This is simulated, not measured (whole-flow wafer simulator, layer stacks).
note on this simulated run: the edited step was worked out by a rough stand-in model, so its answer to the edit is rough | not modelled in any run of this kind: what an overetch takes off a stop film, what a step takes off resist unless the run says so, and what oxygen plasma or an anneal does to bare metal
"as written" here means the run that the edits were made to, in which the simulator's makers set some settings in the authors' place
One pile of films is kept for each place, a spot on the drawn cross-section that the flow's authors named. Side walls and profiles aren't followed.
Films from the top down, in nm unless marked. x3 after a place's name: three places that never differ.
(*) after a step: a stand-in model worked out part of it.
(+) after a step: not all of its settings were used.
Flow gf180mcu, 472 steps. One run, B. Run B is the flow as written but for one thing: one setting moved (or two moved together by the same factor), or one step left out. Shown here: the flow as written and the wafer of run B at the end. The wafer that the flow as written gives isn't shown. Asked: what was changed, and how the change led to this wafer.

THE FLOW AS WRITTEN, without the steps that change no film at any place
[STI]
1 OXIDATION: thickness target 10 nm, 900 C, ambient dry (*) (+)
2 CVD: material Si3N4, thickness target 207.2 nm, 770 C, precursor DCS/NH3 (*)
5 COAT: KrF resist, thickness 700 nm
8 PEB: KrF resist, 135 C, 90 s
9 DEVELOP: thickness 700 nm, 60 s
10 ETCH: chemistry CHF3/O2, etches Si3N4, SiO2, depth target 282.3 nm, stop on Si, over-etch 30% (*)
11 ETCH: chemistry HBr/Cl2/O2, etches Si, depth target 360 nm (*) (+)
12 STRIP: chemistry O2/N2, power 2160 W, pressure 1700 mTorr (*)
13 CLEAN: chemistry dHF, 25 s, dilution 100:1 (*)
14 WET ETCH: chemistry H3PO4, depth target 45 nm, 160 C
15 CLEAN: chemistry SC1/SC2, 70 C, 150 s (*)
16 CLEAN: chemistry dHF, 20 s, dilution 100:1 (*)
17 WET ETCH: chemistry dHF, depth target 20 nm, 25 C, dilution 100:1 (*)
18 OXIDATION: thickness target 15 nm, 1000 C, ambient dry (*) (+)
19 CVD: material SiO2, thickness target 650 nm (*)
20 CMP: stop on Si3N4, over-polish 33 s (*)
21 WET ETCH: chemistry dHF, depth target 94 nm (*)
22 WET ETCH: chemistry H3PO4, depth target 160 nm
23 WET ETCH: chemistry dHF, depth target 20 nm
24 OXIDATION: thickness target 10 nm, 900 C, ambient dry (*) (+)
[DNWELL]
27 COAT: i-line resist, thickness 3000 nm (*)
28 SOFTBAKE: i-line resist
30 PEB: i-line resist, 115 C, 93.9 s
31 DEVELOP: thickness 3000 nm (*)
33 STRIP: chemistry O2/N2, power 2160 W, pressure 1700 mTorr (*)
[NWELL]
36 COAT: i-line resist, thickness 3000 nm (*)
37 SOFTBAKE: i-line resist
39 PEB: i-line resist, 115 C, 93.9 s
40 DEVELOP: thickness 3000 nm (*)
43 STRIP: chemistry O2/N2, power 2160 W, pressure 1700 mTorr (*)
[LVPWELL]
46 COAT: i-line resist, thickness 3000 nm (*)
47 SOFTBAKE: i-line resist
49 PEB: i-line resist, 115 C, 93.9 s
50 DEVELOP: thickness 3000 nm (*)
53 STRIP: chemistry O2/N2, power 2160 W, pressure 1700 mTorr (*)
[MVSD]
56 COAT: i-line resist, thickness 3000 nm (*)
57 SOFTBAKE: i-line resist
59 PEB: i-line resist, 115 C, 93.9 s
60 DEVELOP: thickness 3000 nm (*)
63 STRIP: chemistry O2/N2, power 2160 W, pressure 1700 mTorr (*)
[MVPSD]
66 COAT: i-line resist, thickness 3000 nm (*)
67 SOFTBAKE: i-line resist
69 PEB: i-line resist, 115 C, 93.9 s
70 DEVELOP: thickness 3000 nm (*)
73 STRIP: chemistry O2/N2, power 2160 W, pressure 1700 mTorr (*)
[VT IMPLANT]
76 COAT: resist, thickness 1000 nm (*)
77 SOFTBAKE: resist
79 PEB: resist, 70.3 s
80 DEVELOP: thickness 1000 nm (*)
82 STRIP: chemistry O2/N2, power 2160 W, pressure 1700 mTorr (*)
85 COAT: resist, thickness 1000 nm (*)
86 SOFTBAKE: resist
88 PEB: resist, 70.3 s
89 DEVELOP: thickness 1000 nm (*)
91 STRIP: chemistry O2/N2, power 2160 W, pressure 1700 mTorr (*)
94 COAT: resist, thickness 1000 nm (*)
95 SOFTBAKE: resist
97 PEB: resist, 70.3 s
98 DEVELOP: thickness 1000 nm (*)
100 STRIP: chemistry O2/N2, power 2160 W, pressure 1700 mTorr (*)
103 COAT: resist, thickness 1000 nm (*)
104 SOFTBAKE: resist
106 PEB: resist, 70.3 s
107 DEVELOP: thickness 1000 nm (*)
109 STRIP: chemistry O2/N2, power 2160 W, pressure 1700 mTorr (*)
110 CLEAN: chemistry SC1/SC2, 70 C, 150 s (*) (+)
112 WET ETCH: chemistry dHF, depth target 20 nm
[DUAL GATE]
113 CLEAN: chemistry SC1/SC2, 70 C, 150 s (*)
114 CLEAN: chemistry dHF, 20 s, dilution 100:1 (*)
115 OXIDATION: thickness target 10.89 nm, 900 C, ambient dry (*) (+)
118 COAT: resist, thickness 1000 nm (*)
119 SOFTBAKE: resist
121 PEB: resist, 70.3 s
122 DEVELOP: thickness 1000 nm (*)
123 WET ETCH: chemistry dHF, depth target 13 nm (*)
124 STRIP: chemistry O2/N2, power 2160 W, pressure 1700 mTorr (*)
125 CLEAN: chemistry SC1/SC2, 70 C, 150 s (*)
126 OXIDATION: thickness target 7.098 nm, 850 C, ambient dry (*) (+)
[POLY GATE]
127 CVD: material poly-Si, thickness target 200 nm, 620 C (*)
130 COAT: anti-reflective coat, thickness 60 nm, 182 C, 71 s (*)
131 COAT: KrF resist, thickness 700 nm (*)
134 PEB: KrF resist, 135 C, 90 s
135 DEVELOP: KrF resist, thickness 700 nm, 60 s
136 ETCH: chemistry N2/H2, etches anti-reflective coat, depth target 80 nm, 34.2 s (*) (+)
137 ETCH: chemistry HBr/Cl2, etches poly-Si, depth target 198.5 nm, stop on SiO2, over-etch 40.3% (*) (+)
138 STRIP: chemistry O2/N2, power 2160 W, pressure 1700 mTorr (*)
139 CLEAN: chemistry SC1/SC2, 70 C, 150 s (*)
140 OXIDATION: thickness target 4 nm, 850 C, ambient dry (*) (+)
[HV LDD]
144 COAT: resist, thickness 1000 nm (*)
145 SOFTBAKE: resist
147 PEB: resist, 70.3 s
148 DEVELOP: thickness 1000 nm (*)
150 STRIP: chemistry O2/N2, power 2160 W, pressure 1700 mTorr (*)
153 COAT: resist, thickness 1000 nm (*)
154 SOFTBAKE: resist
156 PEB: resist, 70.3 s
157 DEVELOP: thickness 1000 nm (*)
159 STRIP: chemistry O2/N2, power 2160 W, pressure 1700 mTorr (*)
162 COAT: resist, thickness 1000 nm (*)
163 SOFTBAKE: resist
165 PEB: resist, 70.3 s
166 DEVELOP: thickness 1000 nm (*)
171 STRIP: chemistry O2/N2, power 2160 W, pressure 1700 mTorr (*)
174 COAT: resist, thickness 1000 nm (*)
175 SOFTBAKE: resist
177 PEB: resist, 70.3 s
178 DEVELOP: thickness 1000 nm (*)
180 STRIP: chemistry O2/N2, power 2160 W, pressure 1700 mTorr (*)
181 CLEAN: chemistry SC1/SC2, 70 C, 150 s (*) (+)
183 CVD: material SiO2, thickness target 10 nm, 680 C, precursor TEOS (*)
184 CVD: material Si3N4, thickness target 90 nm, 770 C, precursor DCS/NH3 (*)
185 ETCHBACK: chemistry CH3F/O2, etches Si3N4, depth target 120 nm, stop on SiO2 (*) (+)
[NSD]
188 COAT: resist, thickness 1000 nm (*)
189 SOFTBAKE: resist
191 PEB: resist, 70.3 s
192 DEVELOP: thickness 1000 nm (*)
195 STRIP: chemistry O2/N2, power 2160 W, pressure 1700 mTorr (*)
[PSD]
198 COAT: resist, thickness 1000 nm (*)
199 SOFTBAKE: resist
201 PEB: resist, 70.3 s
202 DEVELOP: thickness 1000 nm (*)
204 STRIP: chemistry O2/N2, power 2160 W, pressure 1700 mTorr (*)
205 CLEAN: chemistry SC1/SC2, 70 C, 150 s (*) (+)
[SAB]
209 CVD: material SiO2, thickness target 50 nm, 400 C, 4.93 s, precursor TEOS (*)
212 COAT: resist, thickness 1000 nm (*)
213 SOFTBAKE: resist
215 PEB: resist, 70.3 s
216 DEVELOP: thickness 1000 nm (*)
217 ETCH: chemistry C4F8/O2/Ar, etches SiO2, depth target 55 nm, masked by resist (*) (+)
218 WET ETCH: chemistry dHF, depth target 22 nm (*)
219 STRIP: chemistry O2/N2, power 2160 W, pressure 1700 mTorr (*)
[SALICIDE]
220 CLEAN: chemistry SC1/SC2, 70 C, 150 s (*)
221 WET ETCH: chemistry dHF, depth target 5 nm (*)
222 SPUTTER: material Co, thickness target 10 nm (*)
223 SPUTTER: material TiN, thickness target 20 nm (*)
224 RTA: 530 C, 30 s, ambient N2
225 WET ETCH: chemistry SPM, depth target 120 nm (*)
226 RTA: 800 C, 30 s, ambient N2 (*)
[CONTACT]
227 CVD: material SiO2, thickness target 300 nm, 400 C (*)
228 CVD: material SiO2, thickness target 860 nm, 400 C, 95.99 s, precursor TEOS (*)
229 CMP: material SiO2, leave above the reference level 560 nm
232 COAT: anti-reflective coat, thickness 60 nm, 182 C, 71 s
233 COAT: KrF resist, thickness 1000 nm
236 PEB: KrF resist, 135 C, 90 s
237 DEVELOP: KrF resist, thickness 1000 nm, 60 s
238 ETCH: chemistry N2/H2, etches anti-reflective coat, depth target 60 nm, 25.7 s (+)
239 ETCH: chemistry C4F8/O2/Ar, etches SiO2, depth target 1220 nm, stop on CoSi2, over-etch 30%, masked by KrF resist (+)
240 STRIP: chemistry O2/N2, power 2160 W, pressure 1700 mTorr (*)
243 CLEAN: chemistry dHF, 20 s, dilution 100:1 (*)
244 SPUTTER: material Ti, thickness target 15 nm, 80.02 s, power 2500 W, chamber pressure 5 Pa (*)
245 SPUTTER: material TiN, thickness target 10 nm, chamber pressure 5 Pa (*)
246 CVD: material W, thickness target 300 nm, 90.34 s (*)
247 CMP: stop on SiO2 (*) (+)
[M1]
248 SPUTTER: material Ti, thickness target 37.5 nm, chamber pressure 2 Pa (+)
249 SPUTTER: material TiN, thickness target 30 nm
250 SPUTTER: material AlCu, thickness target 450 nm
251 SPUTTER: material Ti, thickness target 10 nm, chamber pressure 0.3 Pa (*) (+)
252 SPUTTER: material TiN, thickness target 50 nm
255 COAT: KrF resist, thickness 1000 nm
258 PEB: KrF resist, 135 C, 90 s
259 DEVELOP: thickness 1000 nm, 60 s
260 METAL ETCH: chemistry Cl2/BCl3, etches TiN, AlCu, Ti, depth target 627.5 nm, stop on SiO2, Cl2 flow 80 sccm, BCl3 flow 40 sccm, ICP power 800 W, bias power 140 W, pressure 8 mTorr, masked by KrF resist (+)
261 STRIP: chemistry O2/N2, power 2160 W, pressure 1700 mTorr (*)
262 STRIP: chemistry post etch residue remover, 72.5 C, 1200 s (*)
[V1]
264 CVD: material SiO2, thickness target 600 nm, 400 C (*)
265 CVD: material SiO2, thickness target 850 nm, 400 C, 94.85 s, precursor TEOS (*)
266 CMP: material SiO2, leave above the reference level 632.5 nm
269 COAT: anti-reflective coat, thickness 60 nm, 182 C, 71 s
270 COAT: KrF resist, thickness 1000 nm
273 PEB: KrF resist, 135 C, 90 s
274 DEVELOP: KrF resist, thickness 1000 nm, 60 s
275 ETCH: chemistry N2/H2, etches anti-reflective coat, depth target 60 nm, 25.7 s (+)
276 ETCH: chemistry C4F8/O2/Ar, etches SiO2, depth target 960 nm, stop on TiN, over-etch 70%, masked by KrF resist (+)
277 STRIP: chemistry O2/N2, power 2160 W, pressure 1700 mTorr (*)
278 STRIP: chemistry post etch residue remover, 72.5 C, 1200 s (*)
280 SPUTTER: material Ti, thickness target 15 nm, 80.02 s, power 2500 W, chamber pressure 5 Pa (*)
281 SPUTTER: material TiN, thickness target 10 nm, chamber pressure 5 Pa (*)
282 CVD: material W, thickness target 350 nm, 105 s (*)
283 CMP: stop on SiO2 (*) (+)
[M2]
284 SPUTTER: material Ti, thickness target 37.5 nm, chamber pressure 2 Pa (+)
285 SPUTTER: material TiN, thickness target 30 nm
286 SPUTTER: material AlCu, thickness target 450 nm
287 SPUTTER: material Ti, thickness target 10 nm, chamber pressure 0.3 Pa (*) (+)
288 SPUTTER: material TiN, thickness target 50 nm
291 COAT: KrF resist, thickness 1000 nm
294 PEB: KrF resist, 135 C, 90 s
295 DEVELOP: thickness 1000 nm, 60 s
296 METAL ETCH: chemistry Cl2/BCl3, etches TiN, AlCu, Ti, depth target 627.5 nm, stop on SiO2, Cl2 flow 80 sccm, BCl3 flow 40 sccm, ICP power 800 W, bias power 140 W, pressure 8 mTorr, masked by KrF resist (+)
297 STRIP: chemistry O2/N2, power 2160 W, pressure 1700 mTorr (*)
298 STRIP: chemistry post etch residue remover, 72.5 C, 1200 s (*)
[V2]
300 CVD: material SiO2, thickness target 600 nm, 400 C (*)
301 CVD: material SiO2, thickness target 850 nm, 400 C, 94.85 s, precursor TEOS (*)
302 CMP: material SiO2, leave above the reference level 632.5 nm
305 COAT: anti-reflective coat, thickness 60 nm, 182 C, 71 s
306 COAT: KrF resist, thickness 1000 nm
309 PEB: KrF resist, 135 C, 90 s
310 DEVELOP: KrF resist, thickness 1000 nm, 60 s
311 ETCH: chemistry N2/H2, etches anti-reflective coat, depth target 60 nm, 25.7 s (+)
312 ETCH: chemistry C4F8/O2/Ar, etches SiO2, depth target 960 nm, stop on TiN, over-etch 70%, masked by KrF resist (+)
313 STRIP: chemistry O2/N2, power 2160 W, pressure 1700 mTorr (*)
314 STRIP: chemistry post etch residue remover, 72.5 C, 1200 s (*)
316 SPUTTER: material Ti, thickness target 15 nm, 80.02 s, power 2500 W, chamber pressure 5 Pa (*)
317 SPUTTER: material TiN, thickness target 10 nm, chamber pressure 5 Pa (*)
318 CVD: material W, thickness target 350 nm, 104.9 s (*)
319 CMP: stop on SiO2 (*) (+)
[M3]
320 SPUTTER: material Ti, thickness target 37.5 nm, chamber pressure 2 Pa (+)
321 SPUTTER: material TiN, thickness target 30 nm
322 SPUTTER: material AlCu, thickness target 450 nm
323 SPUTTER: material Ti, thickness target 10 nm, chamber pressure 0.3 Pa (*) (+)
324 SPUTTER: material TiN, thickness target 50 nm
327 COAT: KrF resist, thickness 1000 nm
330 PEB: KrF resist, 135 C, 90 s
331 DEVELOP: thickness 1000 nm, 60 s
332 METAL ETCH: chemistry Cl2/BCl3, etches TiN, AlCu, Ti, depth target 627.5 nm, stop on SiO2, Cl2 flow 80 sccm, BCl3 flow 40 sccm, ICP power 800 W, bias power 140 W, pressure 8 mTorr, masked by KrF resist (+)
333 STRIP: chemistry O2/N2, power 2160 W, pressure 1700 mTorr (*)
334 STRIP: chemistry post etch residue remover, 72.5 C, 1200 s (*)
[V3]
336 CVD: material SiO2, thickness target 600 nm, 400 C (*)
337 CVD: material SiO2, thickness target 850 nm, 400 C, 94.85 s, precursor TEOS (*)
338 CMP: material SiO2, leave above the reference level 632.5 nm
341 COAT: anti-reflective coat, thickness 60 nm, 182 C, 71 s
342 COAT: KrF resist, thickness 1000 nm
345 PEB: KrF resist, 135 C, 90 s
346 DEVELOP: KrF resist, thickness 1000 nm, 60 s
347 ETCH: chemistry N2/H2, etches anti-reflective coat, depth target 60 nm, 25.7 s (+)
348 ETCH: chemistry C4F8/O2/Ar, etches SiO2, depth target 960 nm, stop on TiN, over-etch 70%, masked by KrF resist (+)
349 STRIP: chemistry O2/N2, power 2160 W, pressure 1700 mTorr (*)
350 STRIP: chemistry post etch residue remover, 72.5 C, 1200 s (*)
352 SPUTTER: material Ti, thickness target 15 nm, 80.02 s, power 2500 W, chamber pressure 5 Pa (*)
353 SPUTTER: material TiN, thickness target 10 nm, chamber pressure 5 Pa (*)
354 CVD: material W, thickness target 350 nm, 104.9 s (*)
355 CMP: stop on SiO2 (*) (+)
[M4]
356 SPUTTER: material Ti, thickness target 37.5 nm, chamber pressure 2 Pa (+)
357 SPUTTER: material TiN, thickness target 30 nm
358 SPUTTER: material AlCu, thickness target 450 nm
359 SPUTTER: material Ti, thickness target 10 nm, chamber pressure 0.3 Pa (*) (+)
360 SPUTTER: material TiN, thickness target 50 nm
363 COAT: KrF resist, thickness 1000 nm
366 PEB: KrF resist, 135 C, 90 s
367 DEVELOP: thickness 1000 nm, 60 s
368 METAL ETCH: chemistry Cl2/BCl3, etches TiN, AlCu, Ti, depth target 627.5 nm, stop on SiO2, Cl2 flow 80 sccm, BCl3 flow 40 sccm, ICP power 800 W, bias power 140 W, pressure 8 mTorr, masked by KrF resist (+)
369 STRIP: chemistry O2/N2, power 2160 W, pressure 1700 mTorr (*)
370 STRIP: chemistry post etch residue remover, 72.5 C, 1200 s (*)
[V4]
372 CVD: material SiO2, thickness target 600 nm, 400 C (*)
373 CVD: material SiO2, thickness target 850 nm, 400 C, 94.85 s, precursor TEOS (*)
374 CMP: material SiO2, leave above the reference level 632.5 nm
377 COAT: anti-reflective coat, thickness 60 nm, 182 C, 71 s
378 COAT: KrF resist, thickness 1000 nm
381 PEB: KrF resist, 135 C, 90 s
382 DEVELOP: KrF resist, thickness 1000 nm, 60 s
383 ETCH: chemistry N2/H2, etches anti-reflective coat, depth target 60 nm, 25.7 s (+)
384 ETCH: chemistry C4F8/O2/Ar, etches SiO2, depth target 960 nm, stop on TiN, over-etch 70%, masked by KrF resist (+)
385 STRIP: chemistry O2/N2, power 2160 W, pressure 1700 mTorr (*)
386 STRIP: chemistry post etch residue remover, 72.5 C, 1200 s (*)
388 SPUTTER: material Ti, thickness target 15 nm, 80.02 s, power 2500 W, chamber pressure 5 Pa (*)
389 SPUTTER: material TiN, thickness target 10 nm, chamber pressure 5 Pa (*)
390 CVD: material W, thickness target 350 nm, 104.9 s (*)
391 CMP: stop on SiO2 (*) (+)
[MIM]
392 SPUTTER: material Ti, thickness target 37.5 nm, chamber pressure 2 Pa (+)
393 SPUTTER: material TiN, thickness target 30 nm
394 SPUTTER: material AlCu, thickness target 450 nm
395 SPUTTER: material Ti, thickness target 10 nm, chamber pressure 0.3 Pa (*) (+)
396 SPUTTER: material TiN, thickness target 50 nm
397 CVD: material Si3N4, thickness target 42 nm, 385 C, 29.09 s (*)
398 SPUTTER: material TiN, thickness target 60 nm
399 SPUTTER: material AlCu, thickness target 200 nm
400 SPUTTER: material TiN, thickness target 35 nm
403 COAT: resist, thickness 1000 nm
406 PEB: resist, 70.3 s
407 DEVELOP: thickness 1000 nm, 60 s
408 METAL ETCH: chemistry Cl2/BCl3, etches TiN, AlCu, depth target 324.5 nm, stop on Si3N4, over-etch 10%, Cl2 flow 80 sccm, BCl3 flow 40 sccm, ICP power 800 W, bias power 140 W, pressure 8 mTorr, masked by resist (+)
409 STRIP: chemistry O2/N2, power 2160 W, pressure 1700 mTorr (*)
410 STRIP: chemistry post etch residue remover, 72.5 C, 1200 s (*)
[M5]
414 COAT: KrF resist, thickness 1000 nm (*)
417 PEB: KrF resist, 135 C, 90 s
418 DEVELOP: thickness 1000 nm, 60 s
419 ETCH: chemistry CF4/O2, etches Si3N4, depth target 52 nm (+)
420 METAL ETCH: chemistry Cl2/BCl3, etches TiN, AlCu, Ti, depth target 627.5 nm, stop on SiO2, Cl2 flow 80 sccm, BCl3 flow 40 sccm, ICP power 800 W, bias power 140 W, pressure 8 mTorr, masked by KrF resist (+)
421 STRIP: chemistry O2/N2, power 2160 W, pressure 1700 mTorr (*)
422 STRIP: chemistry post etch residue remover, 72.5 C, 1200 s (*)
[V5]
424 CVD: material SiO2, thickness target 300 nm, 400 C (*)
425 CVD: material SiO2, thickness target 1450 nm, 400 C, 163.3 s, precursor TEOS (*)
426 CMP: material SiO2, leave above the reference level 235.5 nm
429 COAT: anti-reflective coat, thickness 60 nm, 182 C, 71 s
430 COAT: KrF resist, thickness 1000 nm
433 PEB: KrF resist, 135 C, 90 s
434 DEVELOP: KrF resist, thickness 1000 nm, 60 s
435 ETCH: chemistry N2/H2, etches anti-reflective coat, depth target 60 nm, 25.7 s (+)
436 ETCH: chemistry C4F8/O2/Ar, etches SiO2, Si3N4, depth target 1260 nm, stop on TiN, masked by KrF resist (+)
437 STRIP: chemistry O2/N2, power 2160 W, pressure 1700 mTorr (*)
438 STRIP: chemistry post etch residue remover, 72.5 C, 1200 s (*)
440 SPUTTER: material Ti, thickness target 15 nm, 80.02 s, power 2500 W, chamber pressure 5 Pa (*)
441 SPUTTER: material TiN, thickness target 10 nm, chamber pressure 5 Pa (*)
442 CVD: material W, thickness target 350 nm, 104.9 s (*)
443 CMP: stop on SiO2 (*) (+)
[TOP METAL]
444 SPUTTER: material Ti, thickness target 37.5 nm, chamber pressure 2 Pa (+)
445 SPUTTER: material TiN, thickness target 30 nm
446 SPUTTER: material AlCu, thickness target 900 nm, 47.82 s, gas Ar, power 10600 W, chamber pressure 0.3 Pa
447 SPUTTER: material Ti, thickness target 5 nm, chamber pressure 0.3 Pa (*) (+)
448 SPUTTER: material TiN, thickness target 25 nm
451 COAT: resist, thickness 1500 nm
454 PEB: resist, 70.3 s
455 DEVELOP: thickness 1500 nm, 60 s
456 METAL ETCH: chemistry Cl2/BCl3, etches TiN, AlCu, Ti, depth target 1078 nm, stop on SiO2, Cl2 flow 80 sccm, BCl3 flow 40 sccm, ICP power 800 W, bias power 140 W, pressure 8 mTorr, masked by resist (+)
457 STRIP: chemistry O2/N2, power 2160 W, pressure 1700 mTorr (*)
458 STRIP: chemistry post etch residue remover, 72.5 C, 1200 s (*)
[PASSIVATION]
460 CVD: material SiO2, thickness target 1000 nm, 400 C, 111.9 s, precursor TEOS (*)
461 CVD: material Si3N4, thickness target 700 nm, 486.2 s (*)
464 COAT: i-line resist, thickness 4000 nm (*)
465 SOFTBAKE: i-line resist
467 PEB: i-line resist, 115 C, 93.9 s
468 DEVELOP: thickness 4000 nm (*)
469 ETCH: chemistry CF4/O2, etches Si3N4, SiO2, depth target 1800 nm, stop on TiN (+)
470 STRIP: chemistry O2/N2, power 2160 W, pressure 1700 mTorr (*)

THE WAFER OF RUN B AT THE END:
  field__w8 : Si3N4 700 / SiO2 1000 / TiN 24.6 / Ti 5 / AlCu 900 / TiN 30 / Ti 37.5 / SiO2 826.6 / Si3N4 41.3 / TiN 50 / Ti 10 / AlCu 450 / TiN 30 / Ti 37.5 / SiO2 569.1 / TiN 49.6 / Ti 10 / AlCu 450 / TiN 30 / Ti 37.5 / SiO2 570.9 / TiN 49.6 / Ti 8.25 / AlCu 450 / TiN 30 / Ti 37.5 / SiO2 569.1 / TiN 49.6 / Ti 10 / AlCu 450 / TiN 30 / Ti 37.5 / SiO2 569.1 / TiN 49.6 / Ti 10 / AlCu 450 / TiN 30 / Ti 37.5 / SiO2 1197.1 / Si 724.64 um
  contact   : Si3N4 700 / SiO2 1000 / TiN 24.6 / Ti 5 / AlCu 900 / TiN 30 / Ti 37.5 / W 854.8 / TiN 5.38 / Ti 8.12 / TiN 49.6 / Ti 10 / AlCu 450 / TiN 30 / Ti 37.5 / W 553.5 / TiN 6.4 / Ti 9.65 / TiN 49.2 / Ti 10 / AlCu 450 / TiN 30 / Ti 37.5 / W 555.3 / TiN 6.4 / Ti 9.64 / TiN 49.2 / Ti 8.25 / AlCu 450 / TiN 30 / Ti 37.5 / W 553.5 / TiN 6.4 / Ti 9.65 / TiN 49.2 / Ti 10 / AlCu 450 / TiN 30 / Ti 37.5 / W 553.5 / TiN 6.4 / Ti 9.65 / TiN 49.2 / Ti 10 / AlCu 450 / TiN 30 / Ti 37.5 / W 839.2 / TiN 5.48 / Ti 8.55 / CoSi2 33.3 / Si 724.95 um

The cause: step 323, SPUTTER: thickness target 8.25 nm was run, where the flow has thickness target 10 nm.
It can be read off the wafer: field__w8 has Ti 8.25, and step 323 as written asks for 10 nm.

How the change led to this, step by step:
  323 SPUTTER: material Ti, thickness target 10 nm, chamber pressure 0.3 Pa (*) (+)
      field, field__w1, field__w2 and 108 more: Ti +8.25 (new film) (as written it would be: Ti +10 (new film))
  332 METAL ETCH: chemistry Cl2/BCl3, etches TiN, AlCu, Ti, depth target 627.5 nm, stop on SiO2, Cl2 flow 80 sccm, BCl3 flow 40 sccm, ICP power 800 W, bias power 140 W, pressure 8 mTorr, masked by KrF resist (+)
      field, field__w1, field__w2 and 103 more: TiN -50 (all of it), Ti -8.25 (all of it), AlCu -450 (all of it), TiN -30 (all of it), Ti -37.5 (all of it) (as written it would be: TiN -50 (all of it), Ti -10 (all of it), AlCu -450 (all of it), TiN -30 (all of it), Ti -37.5 (all of it))
